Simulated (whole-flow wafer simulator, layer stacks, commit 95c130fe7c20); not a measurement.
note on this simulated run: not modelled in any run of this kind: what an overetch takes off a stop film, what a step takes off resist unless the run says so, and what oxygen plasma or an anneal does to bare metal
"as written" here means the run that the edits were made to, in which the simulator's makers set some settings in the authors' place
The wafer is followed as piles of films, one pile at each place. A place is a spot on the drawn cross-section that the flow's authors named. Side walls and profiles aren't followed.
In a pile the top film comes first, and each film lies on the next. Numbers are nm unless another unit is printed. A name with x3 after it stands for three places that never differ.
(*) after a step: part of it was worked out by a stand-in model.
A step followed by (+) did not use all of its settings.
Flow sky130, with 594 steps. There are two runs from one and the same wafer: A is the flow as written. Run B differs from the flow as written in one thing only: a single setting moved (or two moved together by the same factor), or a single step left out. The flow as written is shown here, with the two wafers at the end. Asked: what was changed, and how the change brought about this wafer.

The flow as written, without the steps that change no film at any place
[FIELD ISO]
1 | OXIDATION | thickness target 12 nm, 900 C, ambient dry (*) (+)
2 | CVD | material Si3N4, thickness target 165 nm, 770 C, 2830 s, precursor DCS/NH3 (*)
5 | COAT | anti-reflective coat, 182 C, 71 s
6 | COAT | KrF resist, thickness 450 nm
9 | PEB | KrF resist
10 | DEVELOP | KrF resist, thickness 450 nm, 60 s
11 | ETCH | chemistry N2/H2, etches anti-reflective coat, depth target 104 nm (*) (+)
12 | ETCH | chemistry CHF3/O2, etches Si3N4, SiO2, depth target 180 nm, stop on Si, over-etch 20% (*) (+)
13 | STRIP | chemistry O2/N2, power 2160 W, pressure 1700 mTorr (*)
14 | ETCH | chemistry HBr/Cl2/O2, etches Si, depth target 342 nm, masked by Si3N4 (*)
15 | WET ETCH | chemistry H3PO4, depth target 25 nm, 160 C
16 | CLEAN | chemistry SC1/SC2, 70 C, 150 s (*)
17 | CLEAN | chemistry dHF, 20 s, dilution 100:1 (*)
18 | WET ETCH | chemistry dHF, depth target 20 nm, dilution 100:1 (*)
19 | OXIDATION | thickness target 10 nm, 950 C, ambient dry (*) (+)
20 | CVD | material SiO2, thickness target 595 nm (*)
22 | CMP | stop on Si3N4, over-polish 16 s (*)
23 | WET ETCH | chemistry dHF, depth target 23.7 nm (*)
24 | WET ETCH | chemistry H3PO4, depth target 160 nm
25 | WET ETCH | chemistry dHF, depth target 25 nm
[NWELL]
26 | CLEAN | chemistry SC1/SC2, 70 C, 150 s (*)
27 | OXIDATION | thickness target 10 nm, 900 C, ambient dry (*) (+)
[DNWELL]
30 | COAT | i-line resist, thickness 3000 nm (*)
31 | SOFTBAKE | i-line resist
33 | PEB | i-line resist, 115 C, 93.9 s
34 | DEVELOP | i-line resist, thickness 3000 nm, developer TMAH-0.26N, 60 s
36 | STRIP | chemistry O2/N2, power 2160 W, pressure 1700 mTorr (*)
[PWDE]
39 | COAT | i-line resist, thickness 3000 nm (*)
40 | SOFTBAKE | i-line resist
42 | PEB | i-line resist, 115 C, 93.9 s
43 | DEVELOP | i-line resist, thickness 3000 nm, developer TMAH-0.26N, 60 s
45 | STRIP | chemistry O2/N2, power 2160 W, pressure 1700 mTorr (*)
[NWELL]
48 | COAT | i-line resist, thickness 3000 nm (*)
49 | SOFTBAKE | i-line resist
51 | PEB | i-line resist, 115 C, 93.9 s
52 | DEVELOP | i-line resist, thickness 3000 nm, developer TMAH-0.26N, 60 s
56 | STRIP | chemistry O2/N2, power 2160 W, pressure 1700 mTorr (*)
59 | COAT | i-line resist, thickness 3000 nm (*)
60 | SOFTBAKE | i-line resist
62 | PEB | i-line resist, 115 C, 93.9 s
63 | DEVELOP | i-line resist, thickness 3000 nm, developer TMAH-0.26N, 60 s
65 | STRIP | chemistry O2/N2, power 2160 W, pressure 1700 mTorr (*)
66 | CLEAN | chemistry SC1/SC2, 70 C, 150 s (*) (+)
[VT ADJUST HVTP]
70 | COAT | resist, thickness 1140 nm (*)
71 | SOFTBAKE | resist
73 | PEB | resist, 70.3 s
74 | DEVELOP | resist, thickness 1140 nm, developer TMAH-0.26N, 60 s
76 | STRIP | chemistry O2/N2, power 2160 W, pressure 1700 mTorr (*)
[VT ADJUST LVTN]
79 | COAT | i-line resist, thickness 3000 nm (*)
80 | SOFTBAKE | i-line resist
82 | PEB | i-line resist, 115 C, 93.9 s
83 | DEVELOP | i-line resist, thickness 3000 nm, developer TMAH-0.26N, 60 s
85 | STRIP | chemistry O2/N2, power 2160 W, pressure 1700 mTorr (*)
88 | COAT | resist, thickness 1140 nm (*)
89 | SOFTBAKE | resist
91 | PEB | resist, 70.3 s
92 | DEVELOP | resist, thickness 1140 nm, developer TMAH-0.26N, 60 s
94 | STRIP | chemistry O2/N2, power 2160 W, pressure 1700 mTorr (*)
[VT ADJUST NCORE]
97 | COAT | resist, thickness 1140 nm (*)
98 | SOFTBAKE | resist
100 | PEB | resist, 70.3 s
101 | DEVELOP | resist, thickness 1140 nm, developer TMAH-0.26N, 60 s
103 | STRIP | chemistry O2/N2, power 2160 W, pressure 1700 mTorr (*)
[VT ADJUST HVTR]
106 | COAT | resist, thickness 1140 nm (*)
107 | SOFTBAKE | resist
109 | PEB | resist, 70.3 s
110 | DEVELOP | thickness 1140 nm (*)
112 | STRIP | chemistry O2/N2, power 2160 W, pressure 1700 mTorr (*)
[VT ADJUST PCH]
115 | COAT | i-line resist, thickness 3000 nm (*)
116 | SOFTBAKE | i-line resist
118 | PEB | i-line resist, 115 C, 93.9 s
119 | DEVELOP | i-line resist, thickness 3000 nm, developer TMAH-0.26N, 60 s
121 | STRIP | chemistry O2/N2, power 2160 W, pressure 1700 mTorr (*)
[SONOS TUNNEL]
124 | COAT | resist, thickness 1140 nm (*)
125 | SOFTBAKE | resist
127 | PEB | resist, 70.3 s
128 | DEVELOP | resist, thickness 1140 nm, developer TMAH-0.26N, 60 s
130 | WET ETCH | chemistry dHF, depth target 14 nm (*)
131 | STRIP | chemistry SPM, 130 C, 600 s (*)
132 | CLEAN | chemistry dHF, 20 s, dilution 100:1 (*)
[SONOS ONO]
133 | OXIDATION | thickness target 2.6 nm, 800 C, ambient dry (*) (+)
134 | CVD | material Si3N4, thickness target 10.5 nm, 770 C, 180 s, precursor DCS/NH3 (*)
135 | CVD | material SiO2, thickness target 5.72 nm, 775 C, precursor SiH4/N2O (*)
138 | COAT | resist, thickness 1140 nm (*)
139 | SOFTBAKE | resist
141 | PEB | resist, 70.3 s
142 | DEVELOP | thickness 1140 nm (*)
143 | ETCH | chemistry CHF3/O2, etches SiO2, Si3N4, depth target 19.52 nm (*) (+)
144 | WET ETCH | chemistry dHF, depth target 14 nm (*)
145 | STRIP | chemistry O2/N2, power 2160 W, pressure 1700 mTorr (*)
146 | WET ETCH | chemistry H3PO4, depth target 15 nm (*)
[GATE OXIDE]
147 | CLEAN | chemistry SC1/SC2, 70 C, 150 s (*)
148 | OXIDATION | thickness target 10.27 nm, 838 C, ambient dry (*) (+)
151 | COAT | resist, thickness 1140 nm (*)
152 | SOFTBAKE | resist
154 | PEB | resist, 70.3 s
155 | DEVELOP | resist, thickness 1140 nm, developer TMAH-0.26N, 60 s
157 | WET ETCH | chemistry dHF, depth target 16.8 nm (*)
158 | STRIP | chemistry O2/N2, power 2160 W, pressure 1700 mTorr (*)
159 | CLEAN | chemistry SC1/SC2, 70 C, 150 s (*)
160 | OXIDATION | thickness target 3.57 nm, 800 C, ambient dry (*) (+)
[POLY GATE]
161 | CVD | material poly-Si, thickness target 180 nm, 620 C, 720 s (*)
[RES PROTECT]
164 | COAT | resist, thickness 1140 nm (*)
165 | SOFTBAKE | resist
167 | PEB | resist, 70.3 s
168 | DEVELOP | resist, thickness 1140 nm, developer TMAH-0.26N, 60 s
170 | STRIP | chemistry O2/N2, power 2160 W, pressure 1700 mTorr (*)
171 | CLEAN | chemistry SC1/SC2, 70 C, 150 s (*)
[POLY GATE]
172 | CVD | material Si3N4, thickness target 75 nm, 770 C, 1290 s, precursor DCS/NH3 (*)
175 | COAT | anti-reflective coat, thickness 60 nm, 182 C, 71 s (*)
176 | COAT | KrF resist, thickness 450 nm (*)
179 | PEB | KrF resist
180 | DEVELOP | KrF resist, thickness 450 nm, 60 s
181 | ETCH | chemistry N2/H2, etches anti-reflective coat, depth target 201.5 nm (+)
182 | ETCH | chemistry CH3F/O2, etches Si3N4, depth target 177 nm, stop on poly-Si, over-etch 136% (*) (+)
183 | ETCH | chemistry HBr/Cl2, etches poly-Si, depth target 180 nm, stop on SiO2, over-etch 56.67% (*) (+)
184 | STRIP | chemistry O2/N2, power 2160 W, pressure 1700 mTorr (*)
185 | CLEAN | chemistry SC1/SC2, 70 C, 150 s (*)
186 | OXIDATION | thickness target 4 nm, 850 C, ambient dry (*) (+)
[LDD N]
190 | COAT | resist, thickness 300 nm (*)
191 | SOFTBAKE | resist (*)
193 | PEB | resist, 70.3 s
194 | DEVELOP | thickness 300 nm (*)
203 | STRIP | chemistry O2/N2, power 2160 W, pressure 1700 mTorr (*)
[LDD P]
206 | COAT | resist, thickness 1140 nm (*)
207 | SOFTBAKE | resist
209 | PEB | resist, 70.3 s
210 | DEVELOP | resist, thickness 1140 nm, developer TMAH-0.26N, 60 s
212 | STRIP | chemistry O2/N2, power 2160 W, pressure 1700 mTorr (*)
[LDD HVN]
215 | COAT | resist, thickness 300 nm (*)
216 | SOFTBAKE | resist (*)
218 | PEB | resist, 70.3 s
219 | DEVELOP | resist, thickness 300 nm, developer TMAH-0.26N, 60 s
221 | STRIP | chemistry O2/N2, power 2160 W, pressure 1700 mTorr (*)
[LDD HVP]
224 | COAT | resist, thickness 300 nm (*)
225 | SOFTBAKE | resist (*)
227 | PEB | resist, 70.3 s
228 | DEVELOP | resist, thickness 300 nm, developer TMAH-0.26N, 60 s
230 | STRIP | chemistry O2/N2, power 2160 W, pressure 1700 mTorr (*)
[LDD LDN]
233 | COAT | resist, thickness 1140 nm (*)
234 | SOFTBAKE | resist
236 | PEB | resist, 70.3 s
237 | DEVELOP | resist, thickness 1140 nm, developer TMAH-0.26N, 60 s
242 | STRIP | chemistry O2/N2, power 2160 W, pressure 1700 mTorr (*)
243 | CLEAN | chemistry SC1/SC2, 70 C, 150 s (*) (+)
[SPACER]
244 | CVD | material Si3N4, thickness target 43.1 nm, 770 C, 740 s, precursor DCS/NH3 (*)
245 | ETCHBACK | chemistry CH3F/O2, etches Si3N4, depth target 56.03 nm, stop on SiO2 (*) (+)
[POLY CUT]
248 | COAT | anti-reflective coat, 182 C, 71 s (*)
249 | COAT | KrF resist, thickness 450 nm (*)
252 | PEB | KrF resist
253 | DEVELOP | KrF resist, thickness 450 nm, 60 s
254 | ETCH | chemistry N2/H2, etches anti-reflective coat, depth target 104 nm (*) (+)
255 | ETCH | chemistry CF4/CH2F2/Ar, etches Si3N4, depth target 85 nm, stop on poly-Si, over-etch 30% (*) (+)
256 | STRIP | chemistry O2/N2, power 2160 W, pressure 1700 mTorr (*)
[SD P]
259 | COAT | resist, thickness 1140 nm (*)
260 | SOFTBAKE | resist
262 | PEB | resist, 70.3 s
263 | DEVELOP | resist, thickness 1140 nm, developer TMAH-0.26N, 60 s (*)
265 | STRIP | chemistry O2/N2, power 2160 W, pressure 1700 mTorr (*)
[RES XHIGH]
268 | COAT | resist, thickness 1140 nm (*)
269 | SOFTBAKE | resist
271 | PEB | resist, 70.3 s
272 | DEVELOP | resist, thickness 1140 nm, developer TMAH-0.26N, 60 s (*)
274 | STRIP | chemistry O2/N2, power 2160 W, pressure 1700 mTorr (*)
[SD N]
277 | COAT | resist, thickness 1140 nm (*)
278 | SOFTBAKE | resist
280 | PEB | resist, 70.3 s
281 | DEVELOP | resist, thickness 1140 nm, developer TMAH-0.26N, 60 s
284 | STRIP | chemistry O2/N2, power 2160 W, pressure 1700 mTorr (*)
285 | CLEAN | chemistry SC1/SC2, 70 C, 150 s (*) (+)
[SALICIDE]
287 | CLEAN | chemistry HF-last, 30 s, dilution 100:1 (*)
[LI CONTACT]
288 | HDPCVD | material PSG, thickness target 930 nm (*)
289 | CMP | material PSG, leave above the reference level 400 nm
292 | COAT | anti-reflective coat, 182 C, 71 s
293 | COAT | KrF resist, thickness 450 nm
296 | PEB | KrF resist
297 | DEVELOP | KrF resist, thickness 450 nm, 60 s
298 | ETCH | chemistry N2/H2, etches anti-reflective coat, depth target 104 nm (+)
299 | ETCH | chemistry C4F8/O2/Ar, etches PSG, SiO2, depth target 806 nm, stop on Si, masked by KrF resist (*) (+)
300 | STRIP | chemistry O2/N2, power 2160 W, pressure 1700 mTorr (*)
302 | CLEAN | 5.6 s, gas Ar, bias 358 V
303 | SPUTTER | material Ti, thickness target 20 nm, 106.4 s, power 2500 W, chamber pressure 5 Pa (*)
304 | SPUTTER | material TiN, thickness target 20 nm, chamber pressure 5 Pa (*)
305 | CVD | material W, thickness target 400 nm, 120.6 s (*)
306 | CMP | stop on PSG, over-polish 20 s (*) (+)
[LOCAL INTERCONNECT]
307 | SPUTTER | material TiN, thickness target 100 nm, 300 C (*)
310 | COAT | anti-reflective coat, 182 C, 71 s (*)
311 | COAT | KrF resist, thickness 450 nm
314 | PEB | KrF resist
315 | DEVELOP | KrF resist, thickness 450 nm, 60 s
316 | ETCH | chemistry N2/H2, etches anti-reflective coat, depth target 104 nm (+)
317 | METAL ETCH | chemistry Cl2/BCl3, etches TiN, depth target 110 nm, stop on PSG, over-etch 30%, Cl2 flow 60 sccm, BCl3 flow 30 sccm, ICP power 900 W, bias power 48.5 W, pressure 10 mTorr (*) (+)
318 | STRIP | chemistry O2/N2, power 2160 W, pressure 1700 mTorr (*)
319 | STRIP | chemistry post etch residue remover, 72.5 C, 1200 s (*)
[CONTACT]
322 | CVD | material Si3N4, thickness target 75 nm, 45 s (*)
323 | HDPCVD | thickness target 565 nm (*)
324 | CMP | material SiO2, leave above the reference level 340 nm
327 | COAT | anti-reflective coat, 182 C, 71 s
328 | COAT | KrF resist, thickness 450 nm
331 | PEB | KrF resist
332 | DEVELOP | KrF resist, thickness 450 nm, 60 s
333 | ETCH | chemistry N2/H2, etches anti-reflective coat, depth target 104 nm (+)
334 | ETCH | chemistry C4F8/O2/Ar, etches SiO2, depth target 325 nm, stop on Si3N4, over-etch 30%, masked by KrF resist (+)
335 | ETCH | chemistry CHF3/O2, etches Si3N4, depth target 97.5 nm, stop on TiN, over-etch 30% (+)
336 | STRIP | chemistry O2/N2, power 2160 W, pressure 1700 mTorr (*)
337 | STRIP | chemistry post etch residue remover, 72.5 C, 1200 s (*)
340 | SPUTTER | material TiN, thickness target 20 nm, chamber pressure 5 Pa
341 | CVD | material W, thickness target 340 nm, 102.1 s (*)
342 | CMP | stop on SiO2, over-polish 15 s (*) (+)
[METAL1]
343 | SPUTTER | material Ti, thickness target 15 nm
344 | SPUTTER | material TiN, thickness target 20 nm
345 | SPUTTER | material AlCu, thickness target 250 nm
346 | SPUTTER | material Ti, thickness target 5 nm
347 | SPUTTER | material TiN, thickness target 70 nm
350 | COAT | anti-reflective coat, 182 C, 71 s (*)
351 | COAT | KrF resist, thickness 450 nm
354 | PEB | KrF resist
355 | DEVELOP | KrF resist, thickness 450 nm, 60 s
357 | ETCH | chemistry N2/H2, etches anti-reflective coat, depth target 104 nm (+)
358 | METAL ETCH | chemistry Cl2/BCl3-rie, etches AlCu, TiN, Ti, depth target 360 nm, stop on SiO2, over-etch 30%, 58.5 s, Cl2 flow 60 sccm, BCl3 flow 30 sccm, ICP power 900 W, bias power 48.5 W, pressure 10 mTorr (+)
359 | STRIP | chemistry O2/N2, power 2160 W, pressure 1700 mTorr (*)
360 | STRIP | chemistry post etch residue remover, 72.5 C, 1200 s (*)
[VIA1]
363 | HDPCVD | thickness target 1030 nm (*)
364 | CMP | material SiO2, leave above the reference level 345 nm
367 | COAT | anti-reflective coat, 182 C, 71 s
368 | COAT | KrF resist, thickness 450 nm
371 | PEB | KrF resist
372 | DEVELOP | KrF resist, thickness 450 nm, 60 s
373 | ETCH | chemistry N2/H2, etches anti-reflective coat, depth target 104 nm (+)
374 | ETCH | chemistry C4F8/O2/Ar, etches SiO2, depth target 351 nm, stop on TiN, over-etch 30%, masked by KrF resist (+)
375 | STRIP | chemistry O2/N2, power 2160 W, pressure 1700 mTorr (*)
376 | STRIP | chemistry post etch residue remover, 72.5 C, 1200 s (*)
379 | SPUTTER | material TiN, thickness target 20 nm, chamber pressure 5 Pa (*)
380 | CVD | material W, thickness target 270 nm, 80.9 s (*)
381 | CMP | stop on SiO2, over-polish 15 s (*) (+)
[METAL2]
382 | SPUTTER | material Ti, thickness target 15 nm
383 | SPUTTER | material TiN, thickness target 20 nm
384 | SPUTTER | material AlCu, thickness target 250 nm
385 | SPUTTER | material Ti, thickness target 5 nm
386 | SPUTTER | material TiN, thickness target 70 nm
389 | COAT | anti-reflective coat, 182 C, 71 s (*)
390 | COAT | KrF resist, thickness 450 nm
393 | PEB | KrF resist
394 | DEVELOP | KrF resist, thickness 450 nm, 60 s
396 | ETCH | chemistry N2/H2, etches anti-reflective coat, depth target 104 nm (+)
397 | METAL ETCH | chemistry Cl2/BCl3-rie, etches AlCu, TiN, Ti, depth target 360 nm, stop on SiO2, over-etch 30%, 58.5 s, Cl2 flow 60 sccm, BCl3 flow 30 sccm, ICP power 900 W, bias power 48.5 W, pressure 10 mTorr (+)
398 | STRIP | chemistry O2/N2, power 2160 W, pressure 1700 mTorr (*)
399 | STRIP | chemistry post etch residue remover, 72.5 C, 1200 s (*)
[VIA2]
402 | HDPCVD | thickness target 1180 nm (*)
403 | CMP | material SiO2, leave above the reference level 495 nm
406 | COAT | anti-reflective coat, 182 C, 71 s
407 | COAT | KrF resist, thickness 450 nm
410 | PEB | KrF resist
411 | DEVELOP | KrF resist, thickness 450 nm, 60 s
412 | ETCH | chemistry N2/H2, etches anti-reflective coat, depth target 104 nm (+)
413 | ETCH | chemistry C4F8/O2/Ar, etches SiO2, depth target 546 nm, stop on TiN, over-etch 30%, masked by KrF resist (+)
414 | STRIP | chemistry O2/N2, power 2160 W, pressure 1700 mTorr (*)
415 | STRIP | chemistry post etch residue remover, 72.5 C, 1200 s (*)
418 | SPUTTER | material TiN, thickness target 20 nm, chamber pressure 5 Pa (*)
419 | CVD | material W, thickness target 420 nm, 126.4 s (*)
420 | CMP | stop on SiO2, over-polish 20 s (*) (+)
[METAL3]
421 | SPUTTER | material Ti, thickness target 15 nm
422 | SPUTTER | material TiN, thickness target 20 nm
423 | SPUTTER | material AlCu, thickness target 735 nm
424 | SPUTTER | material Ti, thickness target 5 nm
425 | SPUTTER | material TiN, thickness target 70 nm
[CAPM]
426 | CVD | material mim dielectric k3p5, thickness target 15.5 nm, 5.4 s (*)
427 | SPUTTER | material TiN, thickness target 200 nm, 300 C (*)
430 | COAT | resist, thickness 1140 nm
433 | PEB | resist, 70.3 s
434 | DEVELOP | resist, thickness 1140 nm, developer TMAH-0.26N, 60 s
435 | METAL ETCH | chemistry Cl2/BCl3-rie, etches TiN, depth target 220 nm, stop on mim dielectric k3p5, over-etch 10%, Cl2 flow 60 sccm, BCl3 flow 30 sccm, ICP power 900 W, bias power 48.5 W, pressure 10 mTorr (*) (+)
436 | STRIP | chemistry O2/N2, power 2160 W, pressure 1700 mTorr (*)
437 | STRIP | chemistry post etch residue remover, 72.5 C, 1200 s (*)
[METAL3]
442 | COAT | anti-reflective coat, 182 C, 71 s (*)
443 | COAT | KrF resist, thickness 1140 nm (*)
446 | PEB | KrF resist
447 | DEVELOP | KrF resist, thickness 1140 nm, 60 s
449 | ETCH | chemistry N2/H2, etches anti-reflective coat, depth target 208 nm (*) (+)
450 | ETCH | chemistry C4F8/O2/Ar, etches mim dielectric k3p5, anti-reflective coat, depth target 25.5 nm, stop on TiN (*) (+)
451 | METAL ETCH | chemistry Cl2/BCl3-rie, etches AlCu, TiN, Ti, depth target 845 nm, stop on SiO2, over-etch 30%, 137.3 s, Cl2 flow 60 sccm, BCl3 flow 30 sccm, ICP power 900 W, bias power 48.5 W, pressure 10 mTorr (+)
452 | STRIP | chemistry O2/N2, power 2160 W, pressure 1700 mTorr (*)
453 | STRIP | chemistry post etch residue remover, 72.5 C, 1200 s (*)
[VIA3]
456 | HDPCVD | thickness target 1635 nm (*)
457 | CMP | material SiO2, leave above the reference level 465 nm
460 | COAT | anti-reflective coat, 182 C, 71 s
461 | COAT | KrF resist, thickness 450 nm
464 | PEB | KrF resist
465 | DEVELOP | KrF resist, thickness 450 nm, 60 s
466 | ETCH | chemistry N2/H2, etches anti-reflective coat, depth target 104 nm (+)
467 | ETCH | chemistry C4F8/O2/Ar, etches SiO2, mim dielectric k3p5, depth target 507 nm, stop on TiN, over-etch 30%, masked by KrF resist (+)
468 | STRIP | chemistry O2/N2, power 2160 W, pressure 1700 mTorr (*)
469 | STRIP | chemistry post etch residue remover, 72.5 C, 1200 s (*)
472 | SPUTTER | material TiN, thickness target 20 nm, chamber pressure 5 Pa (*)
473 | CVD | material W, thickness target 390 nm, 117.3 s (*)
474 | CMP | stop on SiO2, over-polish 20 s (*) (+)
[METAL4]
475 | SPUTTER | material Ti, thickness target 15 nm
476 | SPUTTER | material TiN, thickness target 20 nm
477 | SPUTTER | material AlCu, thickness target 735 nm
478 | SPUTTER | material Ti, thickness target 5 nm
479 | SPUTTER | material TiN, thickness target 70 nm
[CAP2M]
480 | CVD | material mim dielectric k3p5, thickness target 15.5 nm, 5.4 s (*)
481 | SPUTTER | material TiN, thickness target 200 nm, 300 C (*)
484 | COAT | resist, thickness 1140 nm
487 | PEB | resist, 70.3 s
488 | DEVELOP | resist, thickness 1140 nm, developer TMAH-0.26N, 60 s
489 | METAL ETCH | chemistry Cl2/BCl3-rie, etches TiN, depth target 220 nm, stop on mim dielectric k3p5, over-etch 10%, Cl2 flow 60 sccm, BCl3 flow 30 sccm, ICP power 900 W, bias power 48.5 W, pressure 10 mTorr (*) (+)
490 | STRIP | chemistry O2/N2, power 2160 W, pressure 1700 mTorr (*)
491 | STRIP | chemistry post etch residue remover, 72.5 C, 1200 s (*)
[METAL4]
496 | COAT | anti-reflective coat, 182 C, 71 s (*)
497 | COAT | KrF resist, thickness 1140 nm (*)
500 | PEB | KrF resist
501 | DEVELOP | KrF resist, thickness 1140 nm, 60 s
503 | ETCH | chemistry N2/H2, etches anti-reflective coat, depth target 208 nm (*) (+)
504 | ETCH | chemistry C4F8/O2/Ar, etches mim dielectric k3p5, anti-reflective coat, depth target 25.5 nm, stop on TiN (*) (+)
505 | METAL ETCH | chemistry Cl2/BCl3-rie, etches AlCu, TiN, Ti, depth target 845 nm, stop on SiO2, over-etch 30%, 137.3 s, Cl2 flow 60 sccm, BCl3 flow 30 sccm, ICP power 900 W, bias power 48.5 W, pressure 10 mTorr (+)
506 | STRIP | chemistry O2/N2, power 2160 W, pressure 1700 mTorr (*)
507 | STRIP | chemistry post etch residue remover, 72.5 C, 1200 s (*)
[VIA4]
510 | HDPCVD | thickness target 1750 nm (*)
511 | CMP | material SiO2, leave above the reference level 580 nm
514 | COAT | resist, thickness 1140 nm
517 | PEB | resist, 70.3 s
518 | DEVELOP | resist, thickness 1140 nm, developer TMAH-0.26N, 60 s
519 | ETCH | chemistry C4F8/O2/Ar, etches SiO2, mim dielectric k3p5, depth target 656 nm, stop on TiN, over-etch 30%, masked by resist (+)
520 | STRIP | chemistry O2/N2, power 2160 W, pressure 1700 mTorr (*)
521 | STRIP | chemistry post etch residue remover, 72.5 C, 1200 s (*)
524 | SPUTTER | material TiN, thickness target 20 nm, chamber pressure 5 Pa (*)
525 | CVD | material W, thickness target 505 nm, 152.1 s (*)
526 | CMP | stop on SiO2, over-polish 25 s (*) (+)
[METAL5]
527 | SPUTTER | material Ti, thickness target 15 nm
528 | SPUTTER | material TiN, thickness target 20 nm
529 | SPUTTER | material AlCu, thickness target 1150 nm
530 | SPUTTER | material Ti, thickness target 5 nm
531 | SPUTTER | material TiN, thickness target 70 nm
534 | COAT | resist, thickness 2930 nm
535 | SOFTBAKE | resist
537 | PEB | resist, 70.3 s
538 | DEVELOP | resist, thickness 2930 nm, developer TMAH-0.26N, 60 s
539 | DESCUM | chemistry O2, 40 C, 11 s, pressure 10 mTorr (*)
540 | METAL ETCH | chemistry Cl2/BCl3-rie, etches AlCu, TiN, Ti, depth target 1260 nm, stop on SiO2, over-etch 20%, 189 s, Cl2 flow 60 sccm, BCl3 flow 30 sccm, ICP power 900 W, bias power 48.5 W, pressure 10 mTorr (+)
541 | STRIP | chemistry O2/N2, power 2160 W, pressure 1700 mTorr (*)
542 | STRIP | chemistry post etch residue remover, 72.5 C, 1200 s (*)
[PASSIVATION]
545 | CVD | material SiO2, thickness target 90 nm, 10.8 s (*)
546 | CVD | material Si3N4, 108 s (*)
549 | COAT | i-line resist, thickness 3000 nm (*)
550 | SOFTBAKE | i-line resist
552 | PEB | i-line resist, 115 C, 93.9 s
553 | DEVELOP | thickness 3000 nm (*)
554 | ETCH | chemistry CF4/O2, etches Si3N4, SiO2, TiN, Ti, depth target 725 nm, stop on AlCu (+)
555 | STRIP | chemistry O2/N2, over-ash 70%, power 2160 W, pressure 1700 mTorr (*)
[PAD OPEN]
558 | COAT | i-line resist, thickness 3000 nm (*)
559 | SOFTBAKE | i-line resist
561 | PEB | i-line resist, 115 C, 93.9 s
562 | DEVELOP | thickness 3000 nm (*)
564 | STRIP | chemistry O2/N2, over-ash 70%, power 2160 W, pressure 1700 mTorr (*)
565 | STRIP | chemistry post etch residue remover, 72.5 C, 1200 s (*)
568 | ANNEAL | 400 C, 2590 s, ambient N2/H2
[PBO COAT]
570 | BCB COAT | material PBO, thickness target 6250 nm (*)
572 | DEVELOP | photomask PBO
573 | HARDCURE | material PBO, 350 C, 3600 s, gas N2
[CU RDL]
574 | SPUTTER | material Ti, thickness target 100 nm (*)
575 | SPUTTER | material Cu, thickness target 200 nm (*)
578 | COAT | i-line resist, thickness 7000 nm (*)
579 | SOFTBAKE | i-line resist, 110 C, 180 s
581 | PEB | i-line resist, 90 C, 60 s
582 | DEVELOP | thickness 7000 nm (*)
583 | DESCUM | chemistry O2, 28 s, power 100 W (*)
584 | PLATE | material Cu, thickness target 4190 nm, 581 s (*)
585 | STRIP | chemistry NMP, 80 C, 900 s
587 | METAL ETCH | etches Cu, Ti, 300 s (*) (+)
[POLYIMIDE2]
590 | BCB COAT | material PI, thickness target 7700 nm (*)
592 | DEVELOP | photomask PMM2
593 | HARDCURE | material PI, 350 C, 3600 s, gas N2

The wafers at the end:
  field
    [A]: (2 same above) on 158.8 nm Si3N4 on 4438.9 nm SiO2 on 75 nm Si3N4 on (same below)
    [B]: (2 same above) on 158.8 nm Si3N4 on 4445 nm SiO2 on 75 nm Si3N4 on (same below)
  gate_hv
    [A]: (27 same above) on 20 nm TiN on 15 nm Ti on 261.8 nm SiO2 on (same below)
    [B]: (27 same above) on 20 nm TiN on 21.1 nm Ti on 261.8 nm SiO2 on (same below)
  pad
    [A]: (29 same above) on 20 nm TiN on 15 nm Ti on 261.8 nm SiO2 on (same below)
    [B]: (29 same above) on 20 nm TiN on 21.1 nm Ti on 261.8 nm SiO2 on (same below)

What caused this: step 343, SPUTTER: thickness target 21.1 nm was run, though the flow has thickness target 15 nm.
The wafer lets one read it off: gate_hv has Ti 21.1, and step 343 as written asks for 15 nm.

The path from the change to this, step by step:
  343 | SPUTTER | material Ti, thickness target 15 nm
      field, active, n_well and 188 more: A +15 Ti (new film) | B +21.1 Ti (new film)
  358 | METAL ETCH | chemistry Cl2/BCl3-rie, etches AlCu, TiN, Ti, depth target 360 nm, stop on SiO2, over-etch 30%, 58.5 s, Cl2 flow 60 sccm, BCl3 flow 30 sccm, ICP power 900 W, bias power 48.5 W, pressure 10 mTorr (+)
      field, active, gate and 81 more: A -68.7 TiN (all of it), -5 Ti (all of it), -250 AlCu (all of it), -20 TiN (all of it), -15 Ti (all of it), -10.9 SiO2 | B -68.7 TiN (all of it), -5 Ti (all of it), -250 AlCu (all of it), -20 TiN (all of it), -21.1 Ti (all of it), -10.3 SiO2
